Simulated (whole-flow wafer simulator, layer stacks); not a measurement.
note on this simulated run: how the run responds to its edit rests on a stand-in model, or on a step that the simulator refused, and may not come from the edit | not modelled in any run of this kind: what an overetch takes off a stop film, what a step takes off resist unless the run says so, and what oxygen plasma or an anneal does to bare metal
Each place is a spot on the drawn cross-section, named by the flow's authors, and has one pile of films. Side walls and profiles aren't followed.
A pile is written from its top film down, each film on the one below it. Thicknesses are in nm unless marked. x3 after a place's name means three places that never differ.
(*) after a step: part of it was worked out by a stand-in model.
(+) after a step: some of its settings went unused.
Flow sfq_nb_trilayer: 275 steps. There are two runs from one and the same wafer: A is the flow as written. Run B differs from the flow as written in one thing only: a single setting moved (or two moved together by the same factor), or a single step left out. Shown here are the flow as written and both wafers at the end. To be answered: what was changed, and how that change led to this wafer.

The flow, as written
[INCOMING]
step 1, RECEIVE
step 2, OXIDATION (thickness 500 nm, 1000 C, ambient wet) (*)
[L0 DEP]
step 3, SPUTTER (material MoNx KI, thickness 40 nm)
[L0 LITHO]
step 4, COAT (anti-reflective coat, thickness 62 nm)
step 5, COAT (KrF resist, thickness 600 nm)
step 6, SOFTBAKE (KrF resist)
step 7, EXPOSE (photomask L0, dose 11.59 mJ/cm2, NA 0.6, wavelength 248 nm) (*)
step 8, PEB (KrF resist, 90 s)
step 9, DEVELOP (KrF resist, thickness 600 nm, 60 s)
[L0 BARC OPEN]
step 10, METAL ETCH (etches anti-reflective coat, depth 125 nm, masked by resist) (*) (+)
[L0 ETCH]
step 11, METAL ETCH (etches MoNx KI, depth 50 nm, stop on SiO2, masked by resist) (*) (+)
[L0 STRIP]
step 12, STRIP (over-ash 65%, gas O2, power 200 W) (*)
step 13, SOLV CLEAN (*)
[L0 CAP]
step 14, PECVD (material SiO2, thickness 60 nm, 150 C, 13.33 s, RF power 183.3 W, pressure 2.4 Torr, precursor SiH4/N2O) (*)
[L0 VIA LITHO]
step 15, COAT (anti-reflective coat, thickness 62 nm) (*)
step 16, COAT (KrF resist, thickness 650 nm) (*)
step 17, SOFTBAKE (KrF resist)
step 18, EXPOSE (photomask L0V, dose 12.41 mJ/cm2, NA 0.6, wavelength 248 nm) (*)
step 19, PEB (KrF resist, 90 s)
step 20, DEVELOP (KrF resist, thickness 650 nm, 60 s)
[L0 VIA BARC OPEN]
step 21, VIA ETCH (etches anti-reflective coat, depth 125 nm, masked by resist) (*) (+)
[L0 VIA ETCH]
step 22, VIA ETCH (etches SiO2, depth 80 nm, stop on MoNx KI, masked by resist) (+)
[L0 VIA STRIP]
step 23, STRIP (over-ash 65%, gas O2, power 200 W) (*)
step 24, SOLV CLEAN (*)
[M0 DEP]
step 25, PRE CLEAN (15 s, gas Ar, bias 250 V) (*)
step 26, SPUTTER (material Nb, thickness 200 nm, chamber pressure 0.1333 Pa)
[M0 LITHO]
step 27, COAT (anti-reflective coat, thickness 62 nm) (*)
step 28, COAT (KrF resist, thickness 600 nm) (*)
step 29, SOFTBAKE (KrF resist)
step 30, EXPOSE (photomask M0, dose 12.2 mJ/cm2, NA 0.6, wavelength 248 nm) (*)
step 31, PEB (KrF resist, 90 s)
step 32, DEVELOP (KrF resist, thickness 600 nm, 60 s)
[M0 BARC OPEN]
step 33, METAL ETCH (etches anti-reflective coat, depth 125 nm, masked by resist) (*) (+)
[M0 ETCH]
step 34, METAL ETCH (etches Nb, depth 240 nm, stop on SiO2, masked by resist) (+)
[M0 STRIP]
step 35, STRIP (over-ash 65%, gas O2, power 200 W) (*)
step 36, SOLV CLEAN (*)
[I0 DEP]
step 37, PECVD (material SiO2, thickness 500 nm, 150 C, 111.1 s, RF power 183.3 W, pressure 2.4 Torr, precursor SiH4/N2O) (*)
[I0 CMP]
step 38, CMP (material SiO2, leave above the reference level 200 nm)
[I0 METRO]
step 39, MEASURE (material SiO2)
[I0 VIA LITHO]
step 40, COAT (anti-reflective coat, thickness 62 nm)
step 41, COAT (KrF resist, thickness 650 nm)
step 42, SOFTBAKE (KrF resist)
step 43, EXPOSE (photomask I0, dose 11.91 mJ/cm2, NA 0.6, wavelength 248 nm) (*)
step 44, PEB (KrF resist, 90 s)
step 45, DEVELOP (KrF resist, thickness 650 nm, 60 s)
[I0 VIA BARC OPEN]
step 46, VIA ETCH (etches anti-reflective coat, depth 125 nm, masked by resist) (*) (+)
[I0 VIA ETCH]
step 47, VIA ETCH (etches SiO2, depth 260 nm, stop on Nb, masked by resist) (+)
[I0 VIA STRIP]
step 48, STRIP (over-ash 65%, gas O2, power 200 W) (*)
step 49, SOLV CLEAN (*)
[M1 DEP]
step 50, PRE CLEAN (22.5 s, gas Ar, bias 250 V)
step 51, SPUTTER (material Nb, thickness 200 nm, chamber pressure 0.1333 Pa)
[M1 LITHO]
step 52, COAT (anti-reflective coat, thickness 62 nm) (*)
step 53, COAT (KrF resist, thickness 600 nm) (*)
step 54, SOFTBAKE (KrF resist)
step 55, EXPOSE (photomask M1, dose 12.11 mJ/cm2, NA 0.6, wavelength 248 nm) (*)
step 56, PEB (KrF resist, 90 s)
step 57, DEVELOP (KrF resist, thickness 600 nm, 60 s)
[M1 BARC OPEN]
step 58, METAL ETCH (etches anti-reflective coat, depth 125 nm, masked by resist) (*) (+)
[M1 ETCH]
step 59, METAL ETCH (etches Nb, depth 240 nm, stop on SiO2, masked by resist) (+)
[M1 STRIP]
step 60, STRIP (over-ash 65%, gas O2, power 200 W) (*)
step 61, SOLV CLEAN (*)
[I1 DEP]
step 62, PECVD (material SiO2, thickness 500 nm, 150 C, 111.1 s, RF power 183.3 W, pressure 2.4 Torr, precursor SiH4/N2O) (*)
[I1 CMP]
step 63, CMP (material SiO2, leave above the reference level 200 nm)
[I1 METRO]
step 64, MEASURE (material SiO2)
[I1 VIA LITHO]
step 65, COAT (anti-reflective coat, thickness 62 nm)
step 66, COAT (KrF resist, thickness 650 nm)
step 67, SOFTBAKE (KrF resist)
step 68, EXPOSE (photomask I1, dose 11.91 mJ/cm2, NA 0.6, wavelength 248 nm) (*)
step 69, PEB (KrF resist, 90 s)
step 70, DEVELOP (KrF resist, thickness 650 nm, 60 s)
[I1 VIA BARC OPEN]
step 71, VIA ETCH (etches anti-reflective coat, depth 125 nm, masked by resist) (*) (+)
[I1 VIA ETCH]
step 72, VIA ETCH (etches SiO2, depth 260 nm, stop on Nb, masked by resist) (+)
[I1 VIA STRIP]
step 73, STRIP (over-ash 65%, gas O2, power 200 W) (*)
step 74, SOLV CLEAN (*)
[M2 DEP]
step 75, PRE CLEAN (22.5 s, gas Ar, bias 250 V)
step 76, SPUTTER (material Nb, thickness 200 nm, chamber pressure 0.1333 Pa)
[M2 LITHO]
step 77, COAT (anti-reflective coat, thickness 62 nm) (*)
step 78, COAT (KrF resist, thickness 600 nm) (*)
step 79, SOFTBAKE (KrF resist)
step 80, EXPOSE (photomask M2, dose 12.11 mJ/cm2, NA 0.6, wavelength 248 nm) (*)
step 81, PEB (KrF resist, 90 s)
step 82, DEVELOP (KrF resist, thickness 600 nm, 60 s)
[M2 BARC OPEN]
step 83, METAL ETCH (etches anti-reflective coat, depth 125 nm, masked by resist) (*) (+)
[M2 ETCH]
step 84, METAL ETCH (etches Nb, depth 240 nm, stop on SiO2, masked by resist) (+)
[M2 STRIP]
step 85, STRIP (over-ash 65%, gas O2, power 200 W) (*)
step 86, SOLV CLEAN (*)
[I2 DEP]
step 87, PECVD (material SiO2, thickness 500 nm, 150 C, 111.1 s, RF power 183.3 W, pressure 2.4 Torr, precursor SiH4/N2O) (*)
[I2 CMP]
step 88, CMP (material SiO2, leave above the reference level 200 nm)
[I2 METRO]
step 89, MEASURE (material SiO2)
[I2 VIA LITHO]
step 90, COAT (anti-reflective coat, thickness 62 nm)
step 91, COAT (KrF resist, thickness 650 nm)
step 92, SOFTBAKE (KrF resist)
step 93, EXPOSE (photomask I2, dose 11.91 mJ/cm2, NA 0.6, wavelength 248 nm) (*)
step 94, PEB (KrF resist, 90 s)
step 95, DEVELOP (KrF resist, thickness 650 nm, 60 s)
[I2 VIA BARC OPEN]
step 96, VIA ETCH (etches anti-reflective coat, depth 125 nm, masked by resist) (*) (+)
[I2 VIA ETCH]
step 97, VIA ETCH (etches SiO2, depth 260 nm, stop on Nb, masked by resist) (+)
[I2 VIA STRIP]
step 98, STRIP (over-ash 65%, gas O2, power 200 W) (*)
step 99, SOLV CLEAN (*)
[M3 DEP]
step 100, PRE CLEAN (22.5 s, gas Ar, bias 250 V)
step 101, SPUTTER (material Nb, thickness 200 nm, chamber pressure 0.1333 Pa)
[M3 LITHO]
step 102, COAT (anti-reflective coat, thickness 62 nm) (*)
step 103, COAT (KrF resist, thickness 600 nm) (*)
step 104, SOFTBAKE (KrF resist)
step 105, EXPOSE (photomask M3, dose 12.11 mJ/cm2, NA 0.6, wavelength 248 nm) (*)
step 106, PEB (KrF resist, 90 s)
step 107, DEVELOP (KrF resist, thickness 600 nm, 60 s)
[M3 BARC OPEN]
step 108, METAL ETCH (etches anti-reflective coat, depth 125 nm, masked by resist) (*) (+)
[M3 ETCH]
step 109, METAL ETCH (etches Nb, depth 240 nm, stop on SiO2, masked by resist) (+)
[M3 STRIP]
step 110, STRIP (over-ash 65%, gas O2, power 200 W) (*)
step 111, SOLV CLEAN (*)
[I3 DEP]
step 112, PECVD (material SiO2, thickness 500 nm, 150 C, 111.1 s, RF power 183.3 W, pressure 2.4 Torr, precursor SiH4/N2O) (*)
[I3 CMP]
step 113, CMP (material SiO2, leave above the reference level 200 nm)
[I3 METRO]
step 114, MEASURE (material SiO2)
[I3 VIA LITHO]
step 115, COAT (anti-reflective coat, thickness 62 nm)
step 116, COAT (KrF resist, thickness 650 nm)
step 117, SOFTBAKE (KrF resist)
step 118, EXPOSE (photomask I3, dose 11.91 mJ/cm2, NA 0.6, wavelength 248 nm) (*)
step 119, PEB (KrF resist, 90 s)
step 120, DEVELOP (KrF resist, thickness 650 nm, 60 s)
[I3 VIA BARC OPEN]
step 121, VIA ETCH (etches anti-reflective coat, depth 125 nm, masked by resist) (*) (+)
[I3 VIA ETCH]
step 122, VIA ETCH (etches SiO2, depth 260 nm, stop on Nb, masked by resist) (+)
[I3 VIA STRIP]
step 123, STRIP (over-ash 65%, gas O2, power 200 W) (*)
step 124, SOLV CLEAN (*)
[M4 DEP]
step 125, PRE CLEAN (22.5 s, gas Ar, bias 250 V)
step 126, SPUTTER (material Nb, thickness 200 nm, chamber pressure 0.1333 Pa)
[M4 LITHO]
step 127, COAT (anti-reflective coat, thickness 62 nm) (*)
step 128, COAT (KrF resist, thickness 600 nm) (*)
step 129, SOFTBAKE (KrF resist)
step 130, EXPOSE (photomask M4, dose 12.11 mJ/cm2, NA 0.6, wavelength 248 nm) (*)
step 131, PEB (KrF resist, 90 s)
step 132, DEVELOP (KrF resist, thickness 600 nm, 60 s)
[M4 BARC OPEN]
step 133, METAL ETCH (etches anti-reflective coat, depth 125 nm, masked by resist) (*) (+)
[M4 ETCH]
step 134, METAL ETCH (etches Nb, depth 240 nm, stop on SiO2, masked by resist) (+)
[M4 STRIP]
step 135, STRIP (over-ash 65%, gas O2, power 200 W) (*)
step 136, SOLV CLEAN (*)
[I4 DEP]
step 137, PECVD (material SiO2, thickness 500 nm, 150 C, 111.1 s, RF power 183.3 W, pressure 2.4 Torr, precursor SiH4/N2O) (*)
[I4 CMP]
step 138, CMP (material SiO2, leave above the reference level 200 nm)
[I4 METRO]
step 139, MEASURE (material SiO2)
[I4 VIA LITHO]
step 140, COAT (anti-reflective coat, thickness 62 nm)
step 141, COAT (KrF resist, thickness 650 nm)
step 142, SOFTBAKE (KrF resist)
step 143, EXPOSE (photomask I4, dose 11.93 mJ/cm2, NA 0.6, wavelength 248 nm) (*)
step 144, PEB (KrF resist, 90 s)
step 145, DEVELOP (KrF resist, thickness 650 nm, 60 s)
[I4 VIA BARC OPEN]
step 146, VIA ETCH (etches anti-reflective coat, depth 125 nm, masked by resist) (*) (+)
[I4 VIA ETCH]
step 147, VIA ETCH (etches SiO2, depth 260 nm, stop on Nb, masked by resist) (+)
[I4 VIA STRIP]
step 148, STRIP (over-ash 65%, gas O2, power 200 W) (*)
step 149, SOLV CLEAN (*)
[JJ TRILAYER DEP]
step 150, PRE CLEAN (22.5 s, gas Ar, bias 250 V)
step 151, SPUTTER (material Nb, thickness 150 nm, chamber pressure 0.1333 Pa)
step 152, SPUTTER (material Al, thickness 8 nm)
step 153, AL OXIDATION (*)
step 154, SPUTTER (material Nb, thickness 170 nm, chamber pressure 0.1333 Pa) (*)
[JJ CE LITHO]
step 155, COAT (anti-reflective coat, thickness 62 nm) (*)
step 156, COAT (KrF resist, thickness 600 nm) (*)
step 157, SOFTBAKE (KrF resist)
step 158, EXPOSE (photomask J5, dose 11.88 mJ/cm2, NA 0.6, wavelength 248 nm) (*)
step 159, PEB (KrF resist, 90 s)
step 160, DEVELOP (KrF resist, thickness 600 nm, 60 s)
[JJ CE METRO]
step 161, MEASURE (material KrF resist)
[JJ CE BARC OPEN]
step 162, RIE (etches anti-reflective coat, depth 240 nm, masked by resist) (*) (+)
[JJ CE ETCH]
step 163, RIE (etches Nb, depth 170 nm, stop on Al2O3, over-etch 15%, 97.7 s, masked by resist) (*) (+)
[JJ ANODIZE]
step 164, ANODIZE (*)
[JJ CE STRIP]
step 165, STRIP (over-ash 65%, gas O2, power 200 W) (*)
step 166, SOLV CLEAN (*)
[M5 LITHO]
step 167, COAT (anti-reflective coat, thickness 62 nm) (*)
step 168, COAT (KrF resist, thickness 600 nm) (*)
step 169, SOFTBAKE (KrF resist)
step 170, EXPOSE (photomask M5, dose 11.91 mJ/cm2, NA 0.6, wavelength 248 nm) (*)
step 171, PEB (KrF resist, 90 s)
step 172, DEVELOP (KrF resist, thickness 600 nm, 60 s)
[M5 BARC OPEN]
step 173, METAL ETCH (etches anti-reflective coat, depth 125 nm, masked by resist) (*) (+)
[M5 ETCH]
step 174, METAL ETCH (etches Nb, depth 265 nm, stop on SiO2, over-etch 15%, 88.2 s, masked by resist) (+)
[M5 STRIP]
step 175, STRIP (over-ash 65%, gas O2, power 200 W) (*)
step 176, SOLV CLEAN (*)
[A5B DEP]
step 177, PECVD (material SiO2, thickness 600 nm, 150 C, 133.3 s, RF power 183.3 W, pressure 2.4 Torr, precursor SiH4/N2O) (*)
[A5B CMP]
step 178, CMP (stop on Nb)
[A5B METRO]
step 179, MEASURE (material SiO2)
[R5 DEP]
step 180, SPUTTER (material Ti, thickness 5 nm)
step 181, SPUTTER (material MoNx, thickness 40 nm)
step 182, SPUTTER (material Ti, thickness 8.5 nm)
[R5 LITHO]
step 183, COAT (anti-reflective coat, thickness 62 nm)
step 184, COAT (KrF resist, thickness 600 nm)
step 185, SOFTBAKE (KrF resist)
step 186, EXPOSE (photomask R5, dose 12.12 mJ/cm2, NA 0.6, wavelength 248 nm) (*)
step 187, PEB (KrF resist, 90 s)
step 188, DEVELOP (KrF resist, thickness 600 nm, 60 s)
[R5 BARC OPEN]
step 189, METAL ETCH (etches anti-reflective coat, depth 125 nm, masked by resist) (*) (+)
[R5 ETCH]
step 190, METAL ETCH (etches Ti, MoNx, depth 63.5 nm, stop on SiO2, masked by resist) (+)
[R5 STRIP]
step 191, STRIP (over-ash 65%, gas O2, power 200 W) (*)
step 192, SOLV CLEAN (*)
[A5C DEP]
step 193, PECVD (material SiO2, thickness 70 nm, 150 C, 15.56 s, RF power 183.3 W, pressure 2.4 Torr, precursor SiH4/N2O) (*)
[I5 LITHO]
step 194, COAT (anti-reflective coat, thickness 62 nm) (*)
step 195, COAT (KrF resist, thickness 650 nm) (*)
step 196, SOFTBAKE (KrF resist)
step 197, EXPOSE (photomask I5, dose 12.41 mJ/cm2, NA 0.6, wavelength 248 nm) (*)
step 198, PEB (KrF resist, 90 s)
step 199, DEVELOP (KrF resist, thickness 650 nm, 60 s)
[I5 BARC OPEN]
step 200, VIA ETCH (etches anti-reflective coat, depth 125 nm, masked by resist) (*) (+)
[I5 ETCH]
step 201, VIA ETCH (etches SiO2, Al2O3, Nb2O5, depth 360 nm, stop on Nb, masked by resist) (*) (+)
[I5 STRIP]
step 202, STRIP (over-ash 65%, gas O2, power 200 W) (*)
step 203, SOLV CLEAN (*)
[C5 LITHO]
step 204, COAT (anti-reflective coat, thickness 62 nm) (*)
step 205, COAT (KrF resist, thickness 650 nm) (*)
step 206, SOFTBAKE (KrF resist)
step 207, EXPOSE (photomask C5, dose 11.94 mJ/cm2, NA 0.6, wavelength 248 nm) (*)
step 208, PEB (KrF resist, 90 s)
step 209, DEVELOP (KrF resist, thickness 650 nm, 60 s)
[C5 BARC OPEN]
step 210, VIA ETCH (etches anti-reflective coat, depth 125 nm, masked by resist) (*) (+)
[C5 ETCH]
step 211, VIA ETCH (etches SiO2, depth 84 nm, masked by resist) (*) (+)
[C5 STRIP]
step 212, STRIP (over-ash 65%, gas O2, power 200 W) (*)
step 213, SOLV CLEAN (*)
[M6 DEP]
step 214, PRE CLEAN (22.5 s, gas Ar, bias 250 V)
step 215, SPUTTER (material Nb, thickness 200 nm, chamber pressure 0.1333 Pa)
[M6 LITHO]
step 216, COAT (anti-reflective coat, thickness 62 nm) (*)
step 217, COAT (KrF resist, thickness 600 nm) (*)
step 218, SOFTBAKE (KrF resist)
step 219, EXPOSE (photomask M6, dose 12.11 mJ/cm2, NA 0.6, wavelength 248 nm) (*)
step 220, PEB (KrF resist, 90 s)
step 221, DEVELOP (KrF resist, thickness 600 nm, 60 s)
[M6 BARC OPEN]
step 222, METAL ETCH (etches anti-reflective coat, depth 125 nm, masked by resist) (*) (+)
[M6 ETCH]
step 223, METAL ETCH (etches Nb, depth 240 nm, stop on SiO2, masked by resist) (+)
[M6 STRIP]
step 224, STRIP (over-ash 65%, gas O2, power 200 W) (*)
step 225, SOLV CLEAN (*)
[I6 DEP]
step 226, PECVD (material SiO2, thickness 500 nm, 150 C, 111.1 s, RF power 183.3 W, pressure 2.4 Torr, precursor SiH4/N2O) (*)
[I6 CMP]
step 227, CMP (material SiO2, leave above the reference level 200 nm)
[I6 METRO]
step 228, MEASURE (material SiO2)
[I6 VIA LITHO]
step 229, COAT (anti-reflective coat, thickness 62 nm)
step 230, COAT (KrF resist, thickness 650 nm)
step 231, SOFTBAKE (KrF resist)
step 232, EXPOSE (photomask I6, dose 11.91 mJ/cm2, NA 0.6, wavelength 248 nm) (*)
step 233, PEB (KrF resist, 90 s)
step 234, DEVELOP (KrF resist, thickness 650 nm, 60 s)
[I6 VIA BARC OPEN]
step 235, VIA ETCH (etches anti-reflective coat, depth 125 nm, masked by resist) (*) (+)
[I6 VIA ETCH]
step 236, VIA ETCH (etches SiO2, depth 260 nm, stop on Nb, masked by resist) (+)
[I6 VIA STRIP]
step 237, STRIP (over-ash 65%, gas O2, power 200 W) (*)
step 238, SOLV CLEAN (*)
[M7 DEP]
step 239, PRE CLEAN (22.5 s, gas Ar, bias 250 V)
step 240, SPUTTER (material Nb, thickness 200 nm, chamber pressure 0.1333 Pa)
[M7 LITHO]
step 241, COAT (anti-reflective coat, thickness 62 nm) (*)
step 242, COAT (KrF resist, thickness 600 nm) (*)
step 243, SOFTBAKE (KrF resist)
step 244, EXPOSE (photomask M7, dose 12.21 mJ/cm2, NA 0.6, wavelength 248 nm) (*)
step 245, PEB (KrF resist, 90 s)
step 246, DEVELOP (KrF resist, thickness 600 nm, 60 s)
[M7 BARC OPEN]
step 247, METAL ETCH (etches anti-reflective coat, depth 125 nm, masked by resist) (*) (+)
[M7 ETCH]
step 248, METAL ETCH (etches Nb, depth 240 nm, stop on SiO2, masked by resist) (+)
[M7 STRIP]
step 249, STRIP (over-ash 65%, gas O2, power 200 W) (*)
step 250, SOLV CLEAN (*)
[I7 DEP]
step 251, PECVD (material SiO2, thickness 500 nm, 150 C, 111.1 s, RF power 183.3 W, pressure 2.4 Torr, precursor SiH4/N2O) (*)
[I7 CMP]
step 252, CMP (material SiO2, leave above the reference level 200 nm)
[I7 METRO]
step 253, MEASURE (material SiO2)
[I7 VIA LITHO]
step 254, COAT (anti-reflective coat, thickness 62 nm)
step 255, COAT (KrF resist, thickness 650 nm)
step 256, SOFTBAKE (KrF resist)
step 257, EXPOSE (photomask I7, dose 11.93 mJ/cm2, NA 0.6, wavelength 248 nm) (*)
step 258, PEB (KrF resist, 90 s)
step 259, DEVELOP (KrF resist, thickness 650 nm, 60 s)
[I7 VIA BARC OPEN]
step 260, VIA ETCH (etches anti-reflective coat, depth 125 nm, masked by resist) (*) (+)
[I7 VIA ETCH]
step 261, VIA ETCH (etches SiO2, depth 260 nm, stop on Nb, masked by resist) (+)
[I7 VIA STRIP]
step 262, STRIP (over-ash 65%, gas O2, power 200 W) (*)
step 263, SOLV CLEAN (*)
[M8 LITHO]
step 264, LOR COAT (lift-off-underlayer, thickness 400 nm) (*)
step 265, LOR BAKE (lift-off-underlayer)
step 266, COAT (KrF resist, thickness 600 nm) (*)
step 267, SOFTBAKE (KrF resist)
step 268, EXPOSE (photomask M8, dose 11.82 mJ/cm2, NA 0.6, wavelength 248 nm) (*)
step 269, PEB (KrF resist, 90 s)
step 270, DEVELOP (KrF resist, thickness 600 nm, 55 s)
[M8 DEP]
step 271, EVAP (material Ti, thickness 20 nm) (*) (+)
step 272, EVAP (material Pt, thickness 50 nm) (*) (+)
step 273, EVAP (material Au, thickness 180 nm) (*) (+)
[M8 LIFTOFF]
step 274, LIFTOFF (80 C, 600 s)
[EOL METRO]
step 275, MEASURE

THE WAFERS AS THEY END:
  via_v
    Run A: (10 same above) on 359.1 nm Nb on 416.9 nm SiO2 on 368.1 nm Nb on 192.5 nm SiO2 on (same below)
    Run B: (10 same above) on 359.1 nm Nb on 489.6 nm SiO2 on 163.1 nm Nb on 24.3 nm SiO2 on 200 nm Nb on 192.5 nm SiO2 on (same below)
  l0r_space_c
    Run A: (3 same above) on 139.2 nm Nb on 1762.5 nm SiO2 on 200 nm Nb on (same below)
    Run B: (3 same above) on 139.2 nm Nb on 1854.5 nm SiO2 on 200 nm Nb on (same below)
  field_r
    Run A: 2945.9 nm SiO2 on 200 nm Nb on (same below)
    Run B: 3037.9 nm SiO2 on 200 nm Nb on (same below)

What caused this: step 63, CMP: leave above the reference level 292 nm was run, though the flow has leave above the reference level 200 nm.

The path from the change to this, step by step:
  step 63, CMP (material SiO2, leave above the reference level 200 nm)
      field_l, be, be_sur and 72 more: A SiO2 loses 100 | B SiO2 loses 8
      v_sur, via_wl, via_wr and 20 more: A SiO2 loses 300 | B SiO2 loses 208
      (as well as at 8 more places)
  step 72, VIA ETCH (etches SiO2, depth 260 nm, stop on Nb, masked by resist) (+)
      via_v: A SiO2 loses 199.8 (all of it) | B SiO2 loses 260
  step 75, PRE CLEAN (22.5 s, gas Ar, bias 250 V)
      via_v: A Nb loses 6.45 | B SiO2 loses 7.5
  step 76, SPUTTER (material Nb, thickness 200 nm, chamber pressure 0.1333 Pa)
      via_v: A Nb gains 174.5 | B Nb gains 163.1 (new film)
  step 77, COAT (anti-reflective coat, thickness 62 nm) (*)
      via_sp: A anti-reflective coat gains 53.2 (new film) | B anti-reflective coat gains 51.9 (new film)
      via_v: A anti-reflective coat gains 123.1 (new film) | B anti-reflective coat gains 136.1 (new film)
      (as well as at 1 more place)
  step 78, COAT (KrF resist, thickness 600 nm) (*)
      via_v: A KrF resist gains 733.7 (new film) | B KrF resist gains 783.4 (new film)
  step 85, STRIP (over-ash 65%, gas O2, power 200 W) (*)
      via_sp: A KrF resist loses 374.4 (all of it), anti-reflective coat loses 53.2 (all of it) | B KrF resist loses 370.4 (all of it), anti-reflective coat loses 51.9 (all of it)
      via_v: A KrF resist loses 515.8 (all of it), anti-reflective coat loses 123.1 (all of it) | B KrF resist loses 565.3 (all of it), anti-reflective coat loses 136.1 (all of it)
      (as well as at 1 more place)
  step 87, PECVD (material SiO2, thickness 500 nm, 150 C, 111.1 s, RF power 183.3 W, pressure 2.4 Torr, precursor SiH4/N2O) (*)
      via_v: A SiO2 gains 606 (new film) | B SiO2 gains 678.7 (new film)
If metal films that touch count as one body, via_v has 7 bodies (between them, from the top down: SiO2 437.8; SiO2 209 / Al2O3 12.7 / Nb2O5 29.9; SiO2 425.9; SiO2 489.6; SiO2 24.3; SiO2 192.5); the flow as written gives 6 bodies (between them, from the top down: SiO2 437.8; SiO2 209 / Al2O3 12.7 / Nb2O5 29.9; SiO2 425.9; SiO2 416.9; SiO2 192.5).
